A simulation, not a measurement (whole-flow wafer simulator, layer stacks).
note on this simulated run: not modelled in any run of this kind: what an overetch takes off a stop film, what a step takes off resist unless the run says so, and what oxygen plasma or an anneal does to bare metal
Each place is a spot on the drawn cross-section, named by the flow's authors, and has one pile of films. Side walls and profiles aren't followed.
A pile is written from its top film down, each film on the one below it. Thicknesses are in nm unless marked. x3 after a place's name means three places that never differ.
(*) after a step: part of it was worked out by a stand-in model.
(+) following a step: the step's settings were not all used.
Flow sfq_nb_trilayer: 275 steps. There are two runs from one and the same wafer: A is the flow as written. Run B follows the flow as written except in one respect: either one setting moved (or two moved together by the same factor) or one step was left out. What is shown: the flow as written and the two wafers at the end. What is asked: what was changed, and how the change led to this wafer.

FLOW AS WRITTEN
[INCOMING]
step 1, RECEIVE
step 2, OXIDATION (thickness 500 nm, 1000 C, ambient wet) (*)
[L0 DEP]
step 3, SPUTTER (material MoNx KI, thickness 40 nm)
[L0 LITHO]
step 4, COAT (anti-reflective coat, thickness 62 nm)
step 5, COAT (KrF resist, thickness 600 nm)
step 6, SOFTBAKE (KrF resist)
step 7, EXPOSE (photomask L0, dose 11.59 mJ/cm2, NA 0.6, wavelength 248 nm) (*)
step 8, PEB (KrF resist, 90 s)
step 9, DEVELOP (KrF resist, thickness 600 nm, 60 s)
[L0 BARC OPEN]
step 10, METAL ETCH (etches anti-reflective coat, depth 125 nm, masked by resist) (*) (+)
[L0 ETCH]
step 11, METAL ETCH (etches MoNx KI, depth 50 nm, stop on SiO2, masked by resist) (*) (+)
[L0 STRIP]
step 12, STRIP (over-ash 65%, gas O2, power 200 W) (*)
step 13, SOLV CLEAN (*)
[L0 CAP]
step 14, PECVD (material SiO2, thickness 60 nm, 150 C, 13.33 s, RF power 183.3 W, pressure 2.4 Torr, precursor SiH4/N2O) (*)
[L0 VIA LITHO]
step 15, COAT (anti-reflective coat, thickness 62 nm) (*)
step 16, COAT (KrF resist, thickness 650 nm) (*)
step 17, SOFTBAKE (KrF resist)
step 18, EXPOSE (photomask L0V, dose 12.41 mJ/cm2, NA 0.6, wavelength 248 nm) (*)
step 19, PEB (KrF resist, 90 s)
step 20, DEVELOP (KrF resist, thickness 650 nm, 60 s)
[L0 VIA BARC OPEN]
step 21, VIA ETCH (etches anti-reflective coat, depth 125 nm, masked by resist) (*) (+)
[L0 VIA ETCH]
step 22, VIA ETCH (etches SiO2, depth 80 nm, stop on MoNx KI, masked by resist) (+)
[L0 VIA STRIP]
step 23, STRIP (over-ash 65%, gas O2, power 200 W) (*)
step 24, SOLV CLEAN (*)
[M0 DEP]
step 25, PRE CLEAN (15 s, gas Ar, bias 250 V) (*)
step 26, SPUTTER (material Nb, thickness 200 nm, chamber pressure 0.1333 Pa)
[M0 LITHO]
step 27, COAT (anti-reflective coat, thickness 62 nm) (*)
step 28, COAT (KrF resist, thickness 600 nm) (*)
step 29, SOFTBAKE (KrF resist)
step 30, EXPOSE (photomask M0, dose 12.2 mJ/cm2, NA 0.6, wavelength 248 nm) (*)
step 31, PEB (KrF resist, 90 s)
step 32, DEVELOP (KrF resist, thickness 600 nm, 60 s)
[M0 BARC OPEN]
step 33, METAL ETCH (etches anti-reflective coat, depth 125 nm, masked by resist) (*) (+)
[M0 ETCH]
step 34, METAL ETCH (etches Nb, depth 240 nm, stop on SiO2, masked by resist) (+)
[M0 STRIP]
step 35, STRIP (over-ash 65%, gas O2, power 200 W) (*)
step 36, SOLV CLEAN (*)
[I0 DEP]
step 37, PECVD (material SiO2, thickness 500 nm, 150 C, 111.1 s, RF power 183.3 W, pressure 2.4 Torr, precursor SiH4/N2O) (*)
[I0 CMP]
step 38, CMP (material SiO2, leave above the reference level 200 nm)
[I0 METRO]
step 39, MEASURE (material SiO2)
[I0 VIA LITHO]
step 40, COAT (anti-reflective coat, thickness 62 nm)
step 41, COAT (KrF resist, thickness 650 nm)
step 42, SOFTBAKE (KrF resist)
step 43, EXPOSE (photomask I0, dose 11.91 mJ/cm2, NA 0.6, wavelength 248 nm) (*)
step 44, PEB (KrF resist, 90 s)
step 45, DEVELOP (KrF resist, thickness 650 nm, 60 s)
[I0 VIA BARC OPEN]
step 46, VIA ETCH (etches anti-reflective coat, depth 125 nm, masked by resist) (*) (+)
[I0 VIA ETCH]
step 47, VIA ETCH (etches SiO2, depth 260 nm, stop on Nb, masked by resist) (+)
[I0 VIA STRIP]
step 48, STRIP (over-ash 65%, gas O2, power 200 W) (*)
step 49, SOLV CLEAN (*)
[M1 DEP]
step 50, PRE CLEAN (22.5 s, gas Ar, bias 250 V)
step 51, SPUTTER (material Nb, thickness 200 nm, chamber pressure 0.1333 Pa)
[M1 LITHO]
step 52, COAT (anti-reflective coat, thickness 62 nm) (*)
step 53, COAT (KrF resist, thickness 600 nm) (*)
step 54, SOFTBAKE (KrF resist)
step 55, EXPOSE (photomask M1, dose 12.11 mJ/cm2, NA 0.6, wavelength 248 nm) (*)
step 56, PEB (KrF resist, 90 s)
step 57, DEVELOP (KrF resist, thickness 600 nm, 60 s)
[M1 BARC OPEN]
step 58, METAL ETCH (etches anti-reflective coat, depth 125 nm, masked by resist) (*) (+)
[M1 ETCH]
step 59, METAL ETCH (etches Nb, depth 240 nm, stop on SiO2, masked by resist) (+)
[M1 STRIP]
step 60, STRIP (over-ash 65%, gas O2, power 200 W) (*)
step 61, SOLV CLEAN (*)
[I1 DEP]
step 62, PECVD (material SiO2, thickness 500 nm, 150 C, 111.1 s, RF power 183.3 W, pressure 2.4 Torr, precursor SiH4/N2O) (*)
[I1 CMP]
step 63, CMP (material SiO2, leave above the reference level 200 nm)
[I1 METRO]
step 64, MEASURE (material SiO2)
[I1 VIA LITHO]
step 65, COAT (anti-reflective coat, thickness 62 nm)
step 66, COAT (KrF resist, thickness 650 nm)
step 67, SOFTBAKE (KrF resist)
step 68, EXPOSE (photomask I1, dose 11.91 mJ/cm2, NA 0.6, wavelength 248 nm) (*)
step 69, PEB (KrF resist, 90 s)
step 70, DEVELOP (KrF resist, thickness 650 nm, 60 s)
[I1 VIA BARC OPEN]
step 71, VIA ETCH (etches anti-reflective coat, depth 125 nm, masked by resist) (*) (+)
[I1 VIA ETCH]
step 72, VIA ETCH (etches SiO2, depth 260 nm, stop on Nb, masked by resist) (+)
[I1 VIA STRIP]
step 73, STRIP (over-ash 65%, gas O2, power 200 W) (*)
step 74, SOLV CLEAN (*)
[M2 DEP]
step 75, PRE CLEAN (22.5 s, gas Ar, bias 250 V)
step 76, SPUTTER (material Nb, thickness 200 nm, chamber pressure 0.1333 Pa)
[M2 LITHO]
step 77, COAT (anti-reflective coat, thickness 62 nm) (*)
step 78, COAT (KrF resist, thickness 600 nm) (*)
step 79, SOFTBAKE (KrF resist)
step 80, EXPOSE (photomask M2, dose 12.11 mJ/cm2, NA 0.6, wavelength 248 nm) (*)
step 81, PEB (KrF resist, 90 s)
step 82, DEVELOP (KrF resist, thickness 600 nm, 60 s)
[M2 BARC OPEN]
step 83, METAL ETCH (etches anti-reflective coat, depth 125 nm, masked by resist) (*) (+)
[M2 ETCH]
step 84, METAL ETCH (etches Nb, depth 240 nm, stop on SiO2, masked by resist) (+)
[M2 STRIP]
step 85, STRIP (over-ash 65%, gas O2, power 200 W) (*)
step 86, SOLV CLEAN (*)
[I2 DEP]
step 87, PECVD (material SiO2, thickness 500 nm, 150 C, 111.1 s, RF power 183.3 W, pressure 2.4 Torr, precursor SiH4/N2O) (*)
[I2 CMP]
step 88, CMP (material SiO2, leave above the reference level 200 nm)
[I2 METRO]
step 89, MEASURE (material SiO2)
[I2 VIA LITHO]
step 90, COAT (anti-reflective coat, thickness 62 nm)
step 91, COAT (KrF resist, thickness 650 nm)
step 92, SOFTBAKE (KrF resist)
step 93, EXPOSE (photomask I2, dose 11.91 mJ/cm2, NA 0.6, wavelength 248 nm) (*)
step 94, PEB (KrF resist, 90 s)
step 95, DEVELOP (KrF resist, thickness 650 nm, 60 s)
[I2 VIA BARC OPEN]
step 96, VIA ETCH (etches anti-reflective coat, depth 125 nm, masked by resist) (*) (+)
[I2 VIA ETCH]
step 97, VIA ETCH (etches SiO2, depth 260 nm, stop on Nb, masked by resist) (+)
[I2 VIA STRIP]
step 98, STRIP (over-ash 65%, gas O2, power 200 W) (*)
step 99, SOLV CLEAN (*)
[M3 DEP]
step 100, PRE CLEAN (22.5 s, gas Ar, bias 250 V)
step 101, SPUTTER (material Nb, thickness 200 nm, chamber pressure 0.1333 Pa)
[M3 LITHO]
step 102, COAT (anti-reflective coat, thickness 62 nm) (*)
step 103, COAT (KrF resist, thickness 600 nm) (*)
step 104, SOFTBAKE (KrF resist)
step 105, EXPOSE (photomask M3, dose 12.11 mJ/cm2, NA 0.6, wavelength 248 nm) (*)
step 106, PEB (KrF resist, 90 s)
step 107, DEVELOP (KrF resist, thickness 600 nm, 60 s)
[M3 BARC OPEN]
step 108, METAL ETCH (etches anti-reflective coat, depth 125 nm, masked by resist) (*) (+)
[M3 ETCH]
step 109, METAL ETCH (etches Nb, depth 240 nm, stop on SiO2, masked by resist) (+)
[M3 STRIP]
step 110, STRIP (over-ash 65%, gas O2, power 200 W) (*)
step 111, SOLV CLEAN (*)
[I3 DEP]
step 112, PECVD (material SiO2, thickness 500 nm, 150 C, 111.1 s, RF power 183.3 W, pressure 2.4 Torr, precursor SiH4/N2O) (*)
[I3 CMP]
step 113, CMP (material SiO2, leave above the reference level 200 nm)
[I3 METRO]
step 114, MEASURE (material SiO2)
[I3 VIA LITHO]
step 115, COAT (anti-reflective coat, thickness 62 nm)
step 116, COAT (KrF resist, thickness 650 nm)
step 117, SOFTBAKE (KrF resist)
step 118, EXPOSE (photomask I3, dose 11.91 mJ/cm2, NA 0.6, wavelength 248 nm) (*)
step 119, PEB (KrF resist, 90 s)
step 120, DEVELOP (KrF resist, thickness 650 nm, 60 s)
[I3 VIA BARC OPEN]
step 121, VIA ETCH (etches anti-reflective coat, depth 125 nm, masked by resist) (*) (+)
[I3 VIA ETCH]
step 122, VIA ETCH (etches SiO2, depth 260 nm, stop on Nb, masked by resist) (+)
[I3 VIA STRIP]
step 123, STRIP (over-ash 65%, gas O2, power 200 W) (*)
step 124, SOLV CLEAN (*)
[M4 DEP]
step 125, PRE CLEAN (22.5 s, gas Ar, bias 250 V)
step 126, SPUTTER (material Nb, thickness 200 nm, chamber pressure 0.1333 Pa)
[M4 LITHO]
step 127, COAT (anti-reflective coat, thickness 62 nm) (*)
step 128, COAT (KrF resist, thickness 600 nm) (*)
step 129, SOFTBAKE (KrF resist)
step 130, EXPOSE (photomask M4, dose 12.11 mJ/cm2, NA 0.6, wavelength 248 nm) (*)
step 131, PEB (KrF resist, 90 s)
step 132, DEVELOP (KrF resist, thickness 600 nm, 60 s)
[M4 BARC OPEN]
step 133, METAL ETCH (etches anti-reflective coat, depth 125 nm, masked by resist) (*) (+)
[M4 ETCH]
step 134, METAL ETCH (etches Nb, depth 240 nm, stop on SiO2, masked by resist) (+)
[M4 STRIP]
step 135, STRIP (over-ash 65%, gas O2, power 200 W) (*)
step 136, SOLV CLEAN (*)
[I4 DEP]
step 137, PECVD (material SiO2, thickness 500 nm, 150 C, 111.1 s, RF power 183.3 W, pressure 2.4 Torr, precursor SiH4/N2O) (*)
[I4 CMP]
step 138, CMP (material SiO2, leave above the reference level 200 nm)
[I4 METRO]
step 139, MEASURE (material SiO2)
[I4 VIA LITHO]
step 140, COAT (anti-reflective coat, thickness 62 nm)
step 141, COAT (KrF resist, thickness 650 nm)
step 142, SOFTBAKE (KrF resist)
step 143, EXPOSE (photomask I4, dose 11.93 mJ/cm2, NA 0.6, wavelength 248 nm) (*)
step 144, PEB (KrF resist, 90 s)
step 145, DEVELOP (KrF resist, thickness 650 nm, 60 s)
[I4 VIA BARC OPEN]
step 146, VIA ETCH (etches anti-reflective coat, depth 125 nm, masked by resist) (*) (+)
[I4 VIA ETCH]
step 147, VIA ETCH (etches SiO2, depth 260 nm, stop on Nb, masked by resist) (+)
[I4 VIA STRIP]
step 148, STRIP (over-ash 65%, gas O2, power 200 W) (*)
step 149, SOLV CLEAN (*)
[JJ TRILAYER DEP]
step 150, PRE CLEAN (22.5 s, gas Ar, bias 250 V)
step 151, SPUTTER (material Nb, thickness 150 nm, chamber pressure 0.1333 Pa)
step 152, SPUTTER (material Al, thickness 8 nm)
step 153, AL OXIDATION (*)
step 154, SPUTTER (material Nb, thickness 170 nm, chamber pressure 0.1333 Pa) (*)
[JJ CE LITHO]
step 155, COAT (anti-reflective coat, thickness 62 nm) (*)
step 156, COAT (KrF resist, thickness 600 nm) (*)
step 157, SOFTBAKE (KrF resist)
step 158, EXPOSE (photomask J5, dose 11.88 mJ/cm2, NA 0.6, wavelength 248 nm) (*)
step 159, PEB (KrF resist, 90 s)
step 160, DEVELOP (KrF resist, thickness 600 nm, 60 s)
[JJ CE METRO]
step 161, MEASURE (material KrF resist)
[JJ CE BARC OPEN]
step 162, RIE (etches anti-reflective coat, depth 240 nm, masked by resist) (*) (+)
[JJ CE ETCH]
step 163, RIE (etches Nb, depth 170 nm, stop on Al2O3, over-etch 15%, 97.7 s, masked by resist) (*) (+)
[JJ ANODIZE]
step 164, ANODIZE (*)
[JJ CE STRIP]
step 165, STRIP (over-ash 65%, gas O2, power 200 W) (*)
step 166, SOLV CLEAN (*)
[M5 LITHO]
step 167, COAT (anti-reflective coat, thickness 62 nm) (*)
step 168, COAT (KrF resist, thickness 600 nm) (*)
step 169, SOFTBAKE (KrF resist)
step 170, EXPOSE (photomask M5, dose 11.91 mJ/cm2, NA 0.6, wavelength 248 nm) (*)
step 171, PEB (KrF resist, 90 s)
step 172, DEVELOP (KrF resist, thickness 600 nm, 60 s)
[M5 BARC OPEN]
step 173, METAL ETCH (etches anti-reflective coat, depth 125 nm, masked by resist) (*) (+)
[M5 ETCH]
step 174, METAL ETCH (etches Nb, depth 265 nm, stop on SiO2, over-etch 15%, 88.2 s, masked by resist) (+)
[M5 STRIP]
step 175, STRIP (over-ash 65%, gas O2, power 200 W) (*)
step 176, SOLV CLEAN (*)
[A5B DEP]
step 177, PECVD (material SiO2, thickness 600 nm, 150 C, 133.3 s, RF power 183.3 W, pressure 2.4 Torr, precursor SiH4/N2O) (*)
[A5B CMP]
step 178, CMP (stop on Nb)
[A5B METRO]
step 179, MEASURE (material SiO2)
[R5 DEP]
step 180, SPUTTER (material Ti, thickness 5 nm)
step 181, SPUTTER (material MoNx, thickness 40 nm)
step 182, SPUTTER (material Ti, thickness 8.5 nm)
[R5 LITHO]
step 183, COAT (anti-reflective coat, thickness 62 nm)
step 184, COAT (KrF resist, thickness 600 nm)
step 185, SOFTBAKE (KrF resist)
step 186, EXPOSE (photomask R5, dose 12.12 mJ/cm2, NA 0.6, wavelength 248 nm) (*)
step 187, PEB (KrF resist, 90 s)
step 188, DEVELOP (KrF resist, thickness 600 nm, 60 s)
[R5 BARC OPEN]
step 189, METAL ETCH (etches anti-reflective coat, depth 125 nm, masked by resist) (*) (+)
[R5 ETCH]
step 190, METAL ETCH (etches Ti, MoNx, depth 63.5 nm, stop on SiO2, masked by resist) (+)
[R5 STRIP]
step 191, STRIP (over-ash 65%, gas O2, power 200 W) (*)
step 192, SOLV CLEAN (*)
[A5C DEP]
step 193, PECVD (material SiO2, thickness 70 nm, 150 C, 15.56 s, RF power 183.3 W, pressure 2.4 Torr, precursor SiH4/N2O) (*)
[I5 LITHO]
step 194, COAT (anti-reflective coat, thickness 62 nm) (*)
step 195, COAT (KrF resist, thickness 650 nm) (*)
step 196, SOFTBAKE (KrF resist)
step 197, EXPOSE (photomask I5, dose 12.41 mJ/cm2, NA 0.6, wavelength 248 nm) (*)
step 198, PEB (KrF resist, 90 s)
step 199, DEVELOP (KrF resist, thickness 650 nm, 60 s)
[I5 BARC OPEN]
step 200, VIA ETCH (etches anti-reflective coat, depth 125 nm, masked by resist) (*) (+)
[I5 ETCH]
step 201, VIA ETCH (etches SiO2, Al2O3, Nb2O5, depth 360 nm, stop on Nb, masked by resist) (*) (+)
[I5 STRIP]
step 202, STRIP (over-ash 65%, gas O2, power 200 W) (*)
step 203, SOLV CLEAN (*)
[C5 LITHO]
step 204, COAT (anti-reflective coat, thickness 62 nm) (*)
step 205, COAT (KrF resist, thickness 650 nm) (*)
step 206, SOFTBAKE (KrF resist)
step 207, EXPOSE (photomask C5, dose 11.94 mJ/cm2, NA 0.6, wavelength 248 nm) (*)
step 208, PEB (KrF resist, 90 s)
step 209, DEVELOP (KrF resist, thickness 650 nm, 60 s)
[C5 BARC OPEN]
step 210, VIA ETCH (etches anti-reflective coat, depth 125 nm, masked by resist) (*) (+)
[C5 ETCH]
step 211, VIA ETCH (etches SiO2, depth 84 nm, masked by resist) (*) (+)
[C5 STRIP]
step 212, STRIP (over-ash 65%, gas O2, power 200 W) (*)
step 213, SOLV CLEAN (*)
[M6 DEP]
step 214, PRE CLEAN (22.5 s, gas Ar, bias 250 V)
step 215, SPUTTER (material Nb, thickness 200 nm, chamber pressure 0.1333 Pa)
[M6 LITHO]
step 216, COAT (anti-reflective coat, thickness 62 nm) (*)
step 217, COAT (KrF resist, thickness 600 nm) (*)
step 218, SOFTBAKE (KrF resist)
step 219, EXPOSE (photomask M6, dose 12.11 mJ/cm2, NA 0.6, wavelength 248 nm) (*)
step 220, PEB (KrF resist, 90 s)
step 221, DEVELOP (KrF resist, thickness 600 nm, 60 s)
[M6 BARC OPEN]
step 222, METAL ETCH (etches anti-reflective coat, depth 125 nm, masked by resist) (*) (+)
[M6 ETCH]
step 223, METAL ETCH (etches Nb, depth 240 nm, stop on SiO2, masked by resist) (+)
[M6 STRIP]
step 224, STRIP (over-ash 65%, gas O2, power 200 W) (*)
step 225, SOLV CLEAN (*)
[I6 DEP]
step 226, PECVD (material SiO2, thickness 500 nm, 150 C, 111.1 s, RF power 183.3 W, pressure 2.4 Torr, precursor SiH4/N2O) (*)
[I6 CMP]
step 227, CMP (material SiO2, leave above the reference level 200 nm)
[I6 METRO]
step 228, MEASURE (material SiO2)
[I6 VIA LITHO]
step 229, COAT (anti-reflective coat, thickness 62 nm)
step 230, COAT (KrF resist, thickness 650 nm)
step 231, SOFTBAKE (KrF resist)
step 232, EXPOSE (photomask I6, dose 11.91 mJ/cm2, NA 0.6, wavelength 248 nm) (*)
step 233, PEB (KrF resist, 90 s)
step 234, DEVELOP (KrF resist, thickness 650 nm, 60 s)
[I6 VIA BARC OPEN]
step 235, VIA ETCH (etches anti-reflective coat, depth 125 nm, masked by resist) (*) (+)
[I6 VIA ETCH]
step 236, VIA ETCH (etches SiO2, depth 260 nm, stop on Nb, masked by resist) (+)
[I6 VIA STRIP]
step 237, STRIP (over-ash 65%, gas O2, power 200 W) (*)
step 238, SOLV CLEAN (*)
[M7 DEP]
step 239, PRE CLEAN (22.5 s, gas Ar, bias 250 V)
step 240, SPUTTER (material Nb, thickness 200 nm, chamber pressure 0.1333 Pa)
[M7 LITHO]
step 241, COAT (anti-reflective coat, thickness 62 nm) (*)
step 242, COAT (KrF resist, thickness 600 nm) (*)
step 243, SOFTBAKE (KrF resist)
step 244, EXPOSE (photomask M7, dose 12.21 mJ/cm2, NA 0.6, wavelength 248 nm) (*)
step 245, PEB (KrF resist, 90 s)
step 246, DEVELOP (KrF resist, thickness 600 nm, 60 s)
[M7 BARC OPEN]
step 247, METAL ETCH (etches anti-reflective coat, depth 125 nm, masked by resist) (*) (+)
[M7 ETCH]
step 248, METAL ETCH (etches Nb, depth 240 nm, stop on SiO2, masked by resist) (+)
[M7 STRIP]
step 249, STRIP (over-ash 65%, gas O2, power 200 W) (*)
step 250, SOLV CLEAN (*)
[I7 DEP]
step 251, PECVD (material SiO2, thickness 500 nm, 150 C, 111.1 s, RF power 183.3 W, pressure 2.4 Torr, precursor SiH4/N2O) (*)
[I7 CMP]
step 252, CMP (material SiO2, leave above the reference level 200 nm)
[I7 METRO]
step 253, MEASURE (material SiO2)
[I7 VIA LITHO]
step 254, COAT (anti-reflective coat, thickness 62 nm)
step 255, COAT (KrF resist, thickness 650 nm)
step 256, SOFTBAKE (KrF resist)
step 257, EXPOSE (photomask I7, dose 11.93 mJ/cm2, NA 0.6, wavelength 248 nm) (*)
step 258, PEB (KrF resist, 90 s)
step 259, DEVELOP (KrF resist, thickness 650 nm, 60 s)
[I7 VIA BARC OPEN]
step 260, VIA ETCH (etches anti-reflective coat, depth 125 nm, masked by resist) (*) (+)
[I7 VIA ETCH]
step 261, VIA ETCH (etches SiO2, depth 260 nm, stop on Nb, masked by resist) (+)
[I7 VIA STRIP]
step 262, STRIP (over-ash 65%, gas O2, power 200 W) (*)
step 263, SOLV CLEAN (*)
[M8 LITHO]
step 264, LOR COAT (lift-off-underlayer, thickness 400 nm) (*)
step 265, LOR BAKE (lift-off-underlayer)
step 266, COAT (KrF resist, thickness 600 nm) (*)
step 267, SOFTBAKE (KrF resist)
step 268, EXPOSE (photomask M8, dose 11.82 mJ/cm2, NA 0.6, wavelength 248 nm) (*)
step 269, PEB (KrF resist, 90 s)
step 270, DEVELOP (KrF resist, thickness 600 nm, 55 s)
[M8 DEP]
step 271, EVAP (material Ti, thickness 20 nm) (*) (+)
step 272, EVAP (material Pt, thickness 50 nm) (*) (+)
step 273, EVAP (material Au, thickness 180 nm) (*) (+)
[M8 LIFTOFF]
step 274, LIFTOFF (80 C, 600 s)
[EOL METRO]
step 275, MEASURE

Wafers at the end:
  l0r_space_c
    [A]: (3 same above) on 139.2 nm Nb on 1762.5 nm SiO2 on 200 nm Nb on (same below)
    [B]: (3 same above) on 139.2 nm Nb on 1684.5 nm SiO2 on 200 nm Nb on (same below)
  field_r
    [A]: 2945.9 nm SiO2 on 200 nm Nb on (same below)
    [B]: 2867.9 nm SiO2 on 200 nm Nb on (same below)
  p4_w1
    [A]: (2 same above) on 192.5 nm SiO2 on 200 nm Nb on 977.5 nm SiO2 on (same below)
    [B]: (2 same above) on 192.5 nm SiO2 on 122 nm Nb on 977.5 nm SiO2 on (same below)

Cause: step 101, SPUTTER: thickness 122 nm was run, while the flow as written has thickness 200 nm.
The wafer itself shows it: p4_w1 has Nb 122, and step 101 as written asks for 200 nm.

How this came from the change, step by step:
  step 101, SPUTTER (material Nb, thickness 200 nm, chamber pressure 0.1333 Pa)
      field_l, v_sur, via_wl and 102 more: A +200 Nb (new film) | B +122 Nb (new film)
      via_w: A +165.5 Nb | B +100.6 Nb
  step 102, COAT (anti-reflective coat, thickness 62 nm) (*)
      via_wl, via_wr: A +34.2 anti-reflective coat (new film) | B +32.6 anti-reflective coat (new film)
      via_w: A +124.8 anti-reflective coat (new film) | B +120.9 anti-reflective coat (new film)
  step 109, METAL ETCH (etches Nb, depth 240 nm, stop on SiO2, masked by resist) (+)
      field_l, be, be_sur and 72 more: A -200 Nb (all of it) | B -122 Nb (all of it)
      v_sur, via_wl, via_w and 28 more: A -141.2 KrF resist | B -107.6 KrF resist
  step 110, STRIP (over-ash 65%, gas O2, power 200 W) (*)
      p4_w1, p4_w2, p4_w3 and 21 more: A -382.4 KrF resist (all of it), -62 anti-reflective coat (all of it) | B -415.9 KrF resist (all of it), -62 anti-reflective coat (all of it)
      via_wl, via_wr: A -384.2 KrF resist (all of it), -34.2 anti-reflective coat (all of it) | B -420.1 KrF resist (all of it), -32.6 anti-reflective coat (all of it)
      (and at 5 other places as well)
  step 112, PECVD (material SiO2, thickness 500 nm, 150 C, 111.1 s, RF power 183.3 W, pressure 2.4 Torr, precursor SiH4/N2O) (*)
      p4_g1, p4_g2, p3_s0, p3_s1, p3_s2, p3_s3, p3_s4, p3_s5: A +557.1 SiO2 | B +500 SiO2
      via_w: A +615 SiO2 (new film) | B +593.4 SiO2 (new film)
  step 113, CMP (material SiO2, leave above the reference level 200 nm)
      field_l, be, be_sur and 64 more: A -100 SiO2 | B -178 SiO2
      p4_g1, p4_g2, p3_s0, p3_s1, p3_s2, p3_s3, p3_s4, p3_s5: A -157.1 SiO2 | B -178 SiO2
      (and at 1 other place as well)
